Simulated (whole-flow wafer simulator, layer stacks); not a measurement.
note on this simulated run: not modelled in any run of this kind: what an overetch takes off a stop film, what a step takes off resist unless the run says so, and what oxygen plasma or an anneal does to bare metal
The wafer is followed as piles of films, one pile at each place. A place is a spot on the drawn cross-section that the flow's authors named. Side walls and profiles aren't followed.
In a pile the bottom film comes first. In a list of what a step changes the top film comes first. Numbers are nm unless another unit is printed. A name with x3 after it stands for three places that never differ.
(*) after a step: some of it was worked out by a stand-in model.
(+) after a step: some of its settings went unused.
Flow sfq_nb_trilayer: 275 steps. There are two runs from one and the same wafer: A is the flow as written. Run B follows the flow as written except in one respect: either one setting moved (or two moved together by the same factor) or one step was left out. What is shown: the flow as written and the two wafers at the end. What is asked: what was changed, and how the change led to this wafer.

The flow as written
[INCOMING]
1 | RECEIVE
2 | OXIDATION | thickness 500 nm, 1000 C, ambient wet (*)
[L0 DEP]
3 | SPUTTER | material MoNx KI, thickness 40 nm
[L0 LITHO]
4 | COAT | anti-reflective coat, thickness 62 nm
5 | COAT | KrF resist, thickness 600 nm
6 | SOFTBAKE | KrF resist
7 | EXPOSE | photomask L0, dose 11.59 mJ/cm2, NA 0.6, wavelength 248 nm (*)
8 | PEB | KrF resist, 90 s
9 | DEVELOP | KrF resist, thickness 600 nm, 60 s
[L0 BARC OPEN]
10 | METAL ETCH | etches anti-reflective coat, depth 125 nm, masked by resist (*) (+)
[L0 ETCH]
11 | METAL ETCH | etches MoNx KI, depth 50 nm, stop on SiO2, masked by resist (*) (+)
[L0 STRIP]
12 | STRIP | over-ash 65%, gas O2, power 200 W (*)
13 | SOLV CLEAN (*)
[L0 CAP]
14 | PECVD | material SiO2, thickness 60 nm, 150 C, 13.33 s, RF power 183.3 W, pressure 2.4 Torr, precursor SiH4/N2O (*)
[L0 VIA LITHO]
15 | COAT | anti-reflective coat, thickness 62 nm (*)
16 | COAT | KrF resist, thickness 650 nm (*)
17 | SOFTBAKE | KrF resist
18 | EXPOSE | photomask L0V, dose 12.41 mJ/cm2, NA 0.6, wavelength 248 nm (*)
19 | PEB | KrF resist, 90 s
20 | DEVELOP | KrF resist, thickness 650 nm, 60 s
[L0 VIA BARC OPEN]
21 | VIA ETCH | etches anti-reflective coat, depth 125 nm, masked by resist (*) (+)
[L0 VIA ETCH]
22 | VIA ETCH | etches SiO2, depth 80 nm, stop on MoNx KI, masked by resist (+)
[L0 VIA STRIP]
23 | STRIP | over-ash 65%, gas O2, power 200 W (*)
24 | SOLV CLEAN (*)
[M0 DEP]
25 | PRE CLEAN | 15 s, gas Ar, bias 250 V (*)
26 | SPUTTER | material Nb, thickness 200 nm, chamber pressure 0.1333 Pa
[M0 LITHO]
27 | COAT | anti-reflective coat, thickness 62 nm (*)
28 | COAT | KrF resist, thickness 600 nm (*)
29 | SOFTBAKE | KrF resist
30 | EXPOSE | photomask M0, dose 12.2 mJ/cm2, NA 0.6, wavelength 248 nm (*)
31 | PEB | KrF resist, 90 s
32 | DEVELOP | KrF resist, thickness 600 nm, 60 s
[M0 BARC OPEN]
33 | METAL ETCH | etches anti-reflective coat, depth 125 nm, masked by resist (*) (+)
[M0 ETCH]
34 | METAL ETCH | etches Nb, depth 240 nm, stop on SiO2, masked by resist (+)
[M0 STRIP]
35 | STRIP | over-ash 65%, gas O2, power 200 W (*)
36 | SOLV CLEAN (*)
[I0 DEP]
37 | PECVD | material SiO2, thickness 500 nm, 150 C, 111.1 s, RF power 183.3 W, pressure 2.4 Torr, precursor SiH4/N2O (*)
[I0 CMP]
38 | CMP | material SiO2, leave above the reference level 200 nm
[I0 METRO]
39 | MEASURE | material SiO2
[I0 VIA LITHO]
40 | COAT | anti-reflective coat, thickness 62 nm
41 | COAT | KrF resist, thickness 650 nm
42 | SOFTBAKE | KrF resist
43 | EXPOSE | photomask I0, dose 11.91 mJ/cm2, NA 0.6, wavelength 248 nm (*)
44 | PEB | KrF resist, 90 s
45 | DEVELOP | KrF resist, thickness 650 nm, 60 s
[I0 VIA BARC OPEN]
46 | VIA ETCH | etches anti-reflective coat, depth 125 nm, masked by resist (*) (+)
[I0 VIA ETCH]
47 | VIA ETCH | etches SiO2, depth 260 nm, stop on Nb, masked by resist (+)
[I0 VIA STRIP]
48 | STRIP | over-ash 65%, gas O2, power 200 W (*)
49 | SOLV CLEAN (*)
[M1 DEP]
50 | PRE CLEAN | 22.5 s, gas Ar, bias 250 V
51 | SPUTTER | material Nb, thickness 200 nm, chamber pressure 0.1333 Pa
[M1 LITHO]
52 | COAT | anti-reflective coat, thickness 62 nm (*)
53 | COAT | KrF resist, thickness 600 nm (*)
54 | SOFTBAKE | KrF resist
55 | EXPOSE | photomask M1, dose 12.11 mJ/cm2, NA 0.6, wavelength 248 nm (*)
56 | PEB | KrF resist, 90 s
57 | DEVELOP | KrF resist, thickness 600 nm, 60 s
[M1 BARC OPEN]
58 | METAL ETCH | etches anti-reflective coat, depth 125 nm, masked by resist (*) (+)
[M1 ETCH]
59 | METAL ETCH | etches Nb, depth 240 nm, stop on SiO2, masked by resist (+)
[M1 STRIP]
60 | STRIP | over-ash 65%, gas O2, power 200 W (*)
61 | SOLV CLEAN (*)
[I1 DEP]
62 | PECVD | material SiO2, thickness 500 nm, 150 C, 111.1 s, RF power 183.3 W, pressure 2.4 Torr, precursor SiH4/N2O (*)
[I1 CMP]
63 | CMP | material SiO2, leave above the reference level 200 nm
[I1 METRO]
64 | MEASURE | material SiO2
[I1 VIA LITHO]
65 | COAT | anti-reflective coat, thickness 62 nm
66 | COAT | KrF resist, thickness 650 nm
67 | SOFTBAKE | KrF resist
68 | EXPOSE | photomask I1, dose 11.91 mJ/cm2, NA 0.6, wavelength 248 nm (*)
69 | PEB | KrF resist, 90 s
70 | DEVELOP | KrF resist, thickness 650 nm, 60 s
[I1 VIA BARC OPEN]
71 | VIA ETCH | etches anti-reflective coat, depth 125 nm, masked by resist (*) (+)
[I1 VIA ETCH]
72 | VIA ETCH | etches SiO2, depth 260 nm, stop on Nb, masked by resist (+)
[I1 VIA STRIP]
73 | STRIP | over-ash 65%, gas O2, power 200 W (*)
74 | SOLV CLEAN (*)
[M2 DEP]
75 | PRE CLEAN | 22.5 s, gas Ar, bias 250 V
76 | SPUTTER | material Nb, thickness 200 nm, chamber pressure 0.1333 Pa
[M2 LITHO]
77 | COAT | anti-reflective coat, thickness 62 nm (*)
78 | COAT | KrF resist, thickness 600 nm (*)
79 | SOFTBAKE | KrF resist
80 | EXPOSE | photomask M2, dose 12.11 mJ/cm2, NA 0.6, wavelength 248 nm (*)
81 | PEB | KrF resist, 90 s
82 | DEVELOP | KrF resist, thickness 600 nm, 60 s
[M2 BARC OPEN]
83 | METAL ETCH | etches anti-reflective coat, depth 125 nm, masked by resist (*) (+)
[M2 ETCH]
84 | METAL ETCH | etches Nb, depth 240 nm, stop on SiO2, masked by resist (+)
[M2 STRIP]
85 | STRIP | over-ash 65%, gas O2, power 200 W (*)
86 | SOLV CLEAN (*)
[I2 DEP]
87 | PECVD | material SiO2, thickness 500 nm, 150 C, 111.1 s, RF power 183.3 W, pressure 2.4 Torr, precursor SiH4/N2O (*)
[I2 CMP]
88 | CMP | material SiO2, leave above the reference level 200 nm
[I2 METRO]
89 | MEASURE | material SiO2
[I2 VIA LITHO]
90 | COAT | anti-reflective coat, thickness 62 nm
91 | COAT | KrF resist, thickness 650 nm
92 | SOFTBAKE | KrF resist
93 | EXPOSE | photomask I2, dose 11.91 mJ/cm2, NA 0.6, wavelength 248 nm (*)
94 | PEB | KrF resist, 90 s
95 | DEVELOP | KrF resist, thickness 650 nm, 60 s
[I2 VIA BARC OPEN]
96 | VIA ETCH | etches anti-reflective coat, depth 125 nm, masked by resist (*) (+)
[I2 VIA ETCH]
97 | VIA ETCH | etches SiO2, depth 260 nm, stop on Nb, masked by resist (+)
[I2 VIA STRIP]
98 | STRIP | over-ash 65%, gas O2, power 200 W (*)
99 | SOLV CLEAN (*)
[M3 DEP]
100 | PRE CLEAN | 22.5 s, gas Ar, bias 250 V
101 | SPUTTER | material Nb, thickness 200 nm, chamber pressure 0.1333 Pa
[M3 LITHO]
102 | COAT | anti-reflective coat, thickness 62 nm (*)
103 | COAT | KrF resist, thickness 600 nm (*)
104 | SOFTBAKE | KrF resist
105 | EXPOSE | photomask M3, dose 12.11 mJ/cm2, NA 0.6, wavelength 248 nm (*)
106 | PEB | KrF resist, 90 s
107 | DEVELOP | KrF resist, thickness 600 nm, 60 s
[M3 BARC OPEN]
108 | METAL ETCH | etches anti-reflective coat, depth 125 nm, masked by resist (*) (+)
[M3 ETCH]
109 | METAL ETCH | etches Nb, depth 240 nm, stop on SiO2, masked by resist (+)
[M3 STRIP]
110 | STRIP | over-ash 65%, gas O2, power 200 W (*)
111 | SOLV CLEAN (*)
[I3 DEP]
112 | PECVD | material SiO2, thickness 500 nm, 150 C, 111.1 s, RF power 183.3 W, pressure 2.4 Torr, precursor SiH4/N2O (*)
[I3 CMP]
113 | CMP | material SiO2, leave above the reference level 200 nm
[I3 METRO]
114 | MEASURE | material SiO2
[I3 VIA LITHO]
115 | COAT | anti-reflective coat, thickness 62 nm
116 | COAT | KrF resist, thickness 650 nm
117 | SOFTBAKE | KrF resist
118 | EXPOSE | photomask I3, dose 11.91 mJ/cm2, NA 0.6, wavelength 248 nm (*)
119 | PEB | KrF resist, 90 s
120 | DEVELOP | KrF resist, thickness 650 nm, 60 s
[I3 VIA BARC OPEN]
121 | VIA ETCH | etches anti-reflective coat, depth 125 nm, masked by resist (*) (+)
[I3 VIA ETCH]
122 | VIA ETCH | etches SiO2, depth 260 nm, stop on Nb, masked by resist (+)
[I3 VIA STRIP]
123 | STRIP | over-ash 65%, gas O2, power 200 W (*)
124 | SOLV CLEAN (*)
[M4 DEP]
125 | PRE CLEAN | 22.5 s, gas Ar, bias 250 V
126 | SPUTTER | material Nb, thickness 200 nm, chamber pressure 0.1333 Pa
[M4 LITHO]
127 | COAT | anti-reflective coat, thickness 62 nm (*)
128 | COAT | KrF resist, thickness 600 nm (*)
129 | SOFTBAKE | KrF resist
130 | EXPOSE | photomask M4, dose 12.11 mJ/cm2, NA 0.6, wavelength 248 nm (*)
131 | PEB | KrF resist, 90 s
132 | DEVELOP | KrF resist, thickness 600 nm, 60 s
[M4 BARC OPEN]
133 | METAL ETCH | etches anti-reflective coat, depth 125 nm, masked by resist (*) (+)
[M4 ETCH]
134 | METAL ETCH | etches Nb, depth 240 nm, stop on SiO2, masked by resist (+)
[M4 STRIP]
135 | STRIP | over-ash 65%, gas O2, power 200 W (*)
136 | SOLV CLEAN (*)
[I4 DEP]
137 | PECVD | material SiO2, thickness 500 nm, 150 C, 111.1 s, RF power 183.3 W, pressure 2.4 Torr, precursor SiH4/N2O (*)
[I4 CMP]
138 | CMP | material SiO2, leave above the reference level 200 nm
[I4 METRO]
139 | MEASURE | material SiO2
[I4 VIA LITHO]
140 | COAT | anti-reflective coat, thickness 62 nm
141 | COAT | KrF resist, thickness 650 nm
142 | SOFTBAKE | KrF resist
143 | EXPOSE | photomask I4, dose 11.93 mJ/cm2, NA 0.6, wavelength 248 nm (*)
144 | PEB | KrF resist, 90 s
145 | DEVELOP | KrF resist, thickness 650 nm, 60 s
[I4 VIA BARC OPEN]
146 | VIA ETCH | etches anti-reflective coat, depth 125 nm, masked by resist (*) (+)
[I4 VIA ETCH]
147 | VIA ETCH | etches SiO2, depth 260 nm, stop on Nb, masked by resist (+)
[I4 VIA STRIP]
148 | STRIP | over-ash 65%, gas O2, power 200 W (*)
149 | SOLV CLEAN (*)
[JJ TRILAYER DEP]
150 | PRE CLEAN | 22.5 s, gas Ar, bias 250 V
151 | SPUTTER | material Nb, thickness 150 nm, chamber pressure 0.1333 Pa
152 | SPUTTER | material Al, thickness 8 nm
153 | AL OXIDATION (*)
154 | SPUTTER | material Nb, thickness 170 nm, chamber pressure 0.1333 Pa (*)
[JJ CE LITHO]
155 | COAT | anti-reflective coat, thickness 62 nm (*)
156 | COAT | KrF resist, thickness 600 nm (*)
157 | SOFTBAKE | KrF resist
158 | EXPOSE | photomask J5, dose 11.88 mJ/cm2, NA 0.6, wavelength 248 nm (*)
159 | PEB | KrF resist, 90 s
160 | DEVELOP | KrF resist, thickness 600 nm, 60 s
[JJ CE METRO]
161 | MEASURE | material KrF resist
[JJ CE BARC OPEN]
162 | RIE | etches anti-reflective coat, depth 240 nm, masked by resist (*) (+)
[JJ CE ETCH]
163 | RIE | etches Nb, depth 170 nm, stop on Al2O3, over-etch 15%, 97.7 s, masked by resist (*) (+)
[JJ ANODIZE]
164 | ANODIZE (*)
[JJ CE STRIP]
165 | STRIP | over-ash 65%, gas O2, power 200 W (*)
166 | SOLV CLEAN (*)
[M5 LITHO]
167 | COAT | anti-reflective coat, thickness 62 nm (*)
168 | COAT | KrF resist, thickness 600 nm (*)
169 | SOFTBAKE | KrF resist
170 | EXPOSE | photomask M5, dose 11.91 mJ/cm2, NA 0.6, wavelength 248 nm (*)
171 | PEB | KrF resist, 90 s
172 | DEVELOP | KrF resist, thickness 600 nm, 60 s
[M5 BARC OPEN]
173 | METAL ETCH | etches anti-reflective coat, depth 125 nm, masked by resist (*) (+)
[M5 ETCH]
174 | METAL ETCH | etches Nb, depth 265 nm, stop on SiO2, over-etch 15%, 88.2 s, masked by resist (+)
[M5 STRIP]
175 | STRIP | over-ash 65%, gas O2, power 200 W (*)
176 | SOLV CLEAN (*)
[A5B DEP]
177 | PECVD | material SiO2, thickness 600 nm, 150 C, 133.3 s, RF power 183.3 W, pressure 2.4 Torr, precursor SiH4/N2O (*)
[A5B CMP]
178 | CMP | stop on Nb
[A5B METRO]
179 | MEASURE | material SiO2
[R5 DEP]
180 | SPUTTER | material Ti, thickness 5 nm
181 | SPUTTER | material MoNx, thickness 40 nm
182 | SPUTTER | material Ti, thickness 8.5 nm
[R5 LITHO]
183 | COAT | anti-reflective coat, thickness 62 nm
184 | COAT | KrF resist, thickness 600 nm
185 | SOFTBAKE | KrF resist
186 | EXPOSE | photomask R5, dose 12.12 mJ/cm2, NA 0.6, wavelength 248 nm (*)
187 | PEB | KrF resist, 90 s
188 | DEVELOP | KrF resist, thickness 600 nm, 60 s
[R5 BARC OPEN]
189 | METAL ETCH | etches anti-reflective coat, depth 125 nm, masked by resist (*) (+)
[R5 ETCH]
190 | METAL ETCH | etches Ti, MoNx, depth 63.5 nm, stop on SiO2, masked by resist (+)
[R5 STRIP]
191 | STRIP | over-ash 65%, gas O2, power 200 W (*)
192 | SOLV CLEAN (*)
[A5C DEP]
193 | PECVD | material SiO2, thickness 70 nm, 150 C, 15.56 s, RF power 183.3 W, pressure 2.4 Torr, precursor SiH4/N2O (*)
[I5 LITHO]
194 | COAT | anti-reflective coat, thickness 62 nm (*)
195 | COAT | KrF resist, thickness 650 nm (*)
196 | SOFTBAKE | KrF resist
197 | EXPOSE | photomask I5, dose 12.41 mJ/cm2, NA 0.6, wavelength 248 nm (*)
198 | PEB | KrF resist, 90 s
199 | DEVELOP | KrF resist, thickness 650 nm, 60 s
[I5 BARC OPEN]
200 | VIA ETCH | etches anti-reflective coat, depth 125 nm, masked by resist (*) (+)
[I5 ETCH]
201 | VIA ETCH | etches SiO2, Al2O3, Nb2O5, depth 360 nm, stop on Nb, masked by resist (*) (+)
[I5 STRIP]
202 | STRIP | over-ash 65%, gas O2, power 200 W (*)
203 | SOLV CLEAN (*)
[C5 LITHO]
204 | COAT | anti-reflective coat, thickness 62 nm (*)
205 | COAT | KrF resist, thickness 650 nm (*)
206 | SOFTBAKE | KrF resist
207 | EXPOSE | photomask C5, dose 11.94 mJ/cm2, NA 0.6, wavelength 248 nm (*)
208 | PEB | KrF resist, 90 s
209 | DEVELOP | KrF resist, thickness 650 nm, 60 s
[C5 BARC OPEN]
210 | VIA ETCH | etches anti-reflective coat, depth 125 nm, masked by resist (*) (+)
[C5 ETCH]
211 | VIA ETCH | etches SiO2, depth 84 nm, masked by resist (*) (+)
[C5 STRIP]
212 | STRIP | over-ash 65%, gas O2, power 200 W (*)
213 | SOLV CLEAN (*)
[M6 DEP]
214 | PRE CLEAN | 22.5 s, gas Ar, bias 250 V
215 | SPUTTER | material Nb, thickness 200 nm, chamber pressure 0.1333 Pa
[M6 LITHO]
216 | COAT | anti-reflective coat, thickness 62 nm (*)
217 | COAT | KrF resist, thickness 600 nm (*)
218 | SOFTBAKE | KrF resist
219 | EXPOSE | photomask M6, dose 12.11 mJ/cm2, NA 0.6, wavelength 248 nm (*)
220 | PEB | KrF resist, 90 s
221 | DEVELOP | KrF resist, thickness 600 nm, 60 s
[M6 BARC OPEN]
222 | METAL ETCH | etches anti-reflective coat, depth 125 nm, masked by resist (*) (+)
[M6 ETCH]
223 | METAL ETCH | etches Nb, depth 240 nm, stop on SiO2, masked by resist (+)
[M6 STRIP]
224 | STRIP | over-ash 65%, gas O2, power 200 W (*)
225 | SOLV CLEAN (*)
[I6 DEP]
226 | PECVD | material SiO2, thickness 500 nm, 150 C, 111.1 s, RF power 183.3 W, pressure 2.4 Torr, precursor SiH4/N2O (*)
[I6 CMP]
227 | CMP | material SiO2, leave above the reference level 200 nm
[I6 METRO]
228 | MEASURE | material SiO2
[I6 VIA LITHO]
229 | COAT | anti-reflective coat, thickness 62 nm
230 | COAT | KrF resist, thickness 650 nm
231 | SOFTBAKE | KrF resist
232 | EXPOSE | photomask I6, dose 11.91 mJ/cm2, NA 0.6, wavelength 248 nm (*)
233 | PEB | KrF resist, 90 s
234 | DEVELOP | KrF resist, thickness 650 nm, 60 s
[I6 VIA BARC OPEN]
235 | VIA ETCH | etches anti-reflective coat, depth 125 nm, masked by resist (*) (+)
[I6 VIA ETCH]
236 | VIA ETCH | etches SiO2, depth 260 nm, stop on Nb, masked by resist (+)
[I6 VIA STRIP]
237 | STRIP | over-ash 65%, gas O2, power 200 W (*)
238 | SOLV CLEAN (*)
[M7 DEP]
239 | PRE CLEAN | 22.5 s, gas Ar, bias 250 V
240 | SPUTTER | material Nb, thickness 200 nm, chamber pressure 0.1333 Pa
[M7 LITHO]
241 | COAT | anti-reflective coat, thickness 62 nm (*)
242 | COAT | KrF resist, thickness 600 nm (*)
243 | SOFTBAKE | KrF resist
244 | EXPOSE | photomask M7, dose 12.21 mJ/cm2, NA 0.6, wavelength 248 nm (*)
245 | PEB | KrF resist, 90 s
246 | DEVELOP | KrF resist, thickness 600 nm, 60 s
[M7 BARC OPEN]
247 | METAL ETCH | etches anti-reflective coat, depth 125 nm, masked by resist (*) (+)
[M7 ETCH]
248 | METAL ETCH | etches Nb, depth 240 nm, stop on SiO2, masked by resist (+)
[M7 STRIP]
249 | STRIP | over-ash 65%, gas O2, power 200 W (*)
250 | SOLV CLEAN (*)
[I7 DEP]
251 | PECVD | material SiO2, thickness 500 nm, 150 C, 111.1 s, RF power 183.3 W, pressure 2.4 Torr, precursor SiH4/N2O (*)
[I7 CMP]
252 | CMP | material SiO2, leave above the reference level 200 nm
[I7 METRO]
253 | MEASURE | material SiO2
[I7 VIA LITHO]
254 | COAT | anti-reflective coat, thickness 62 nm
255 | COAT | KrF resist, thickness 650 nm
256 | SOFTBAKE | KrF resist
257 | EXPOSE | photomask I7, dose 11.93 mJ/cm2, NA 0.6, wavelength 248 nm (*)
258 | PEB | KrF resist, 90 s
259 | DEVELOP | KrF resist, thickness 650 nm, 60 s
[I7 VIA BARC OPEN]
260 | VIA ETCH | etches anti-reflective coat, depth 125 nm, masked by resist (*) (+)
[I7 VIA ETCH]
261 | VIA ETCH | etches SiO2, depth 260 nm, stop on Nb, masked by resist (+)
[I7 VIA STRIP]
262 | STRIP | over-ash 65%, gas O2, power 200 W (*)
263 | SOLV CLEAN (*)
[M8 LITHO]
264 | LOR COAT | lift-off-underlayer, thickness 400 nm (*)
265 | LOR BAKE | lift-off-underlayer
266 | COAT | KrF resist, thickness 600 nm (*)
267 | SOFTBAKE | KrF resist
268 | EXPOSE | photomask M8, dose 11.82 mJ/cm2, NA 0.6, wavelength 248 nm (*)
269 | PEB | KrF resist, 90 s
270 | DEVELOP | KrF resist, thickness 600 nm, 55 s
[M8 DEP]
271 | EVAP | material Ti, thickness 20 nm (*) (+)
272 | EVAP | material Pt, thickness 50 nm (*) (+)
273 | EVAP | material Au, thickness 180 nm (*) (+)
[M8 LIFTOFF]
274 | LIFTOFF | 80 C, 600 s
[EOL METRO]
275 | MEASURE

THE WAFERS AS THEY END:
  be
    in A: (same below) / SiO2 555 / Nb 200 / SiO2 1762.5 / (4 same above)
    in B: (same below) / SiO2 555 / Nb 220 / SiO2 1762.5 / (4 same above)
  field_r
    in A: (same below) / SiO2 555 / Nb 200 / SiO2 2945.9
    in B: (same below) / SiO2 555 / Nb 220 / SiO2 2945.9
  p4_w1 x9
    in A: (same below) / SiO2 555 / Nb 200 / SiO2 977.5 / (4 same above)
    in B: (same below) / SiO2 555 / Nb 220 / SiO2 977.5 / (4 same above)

Cause: step 26, SPUTTER: thickness 220 nm was run, though the flow has thickness 200 nm.
One can read it off the wafer: be has Nb 220, and step 26 as written asks for 200 nm.

How this came from the change, step by step:
  26 | SPUTTER | material Nb, thickness 200 nm, chamber pressure 0.1333 Pa
      field_l, v_sur, via_wl and 102 more: A Nb gains 200 (new film) | B Nb gains 220 (new film)
      l0v: A Nb gains 195.7 (new film) | B Nb gains 215.7 (new film)
  34 | METAL ETCH | etches Nb, depth 240 nm, stop on SiO2, masked by resist (+)
      moat, m0r_space_l x2: A Nb loses 200 (all of it) | B Nb loses 220 (all of it)
  37 | PECVD | material SiO2, thickness 500 nm, 150 C, 111.1 s, RF power 183.3 W, pressure 2.4 Torr, precursor SiH4/N2O (*)
      moat, m0r_space_l x2: A SiO2 gains 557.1 | B SiO2 gains 577.1
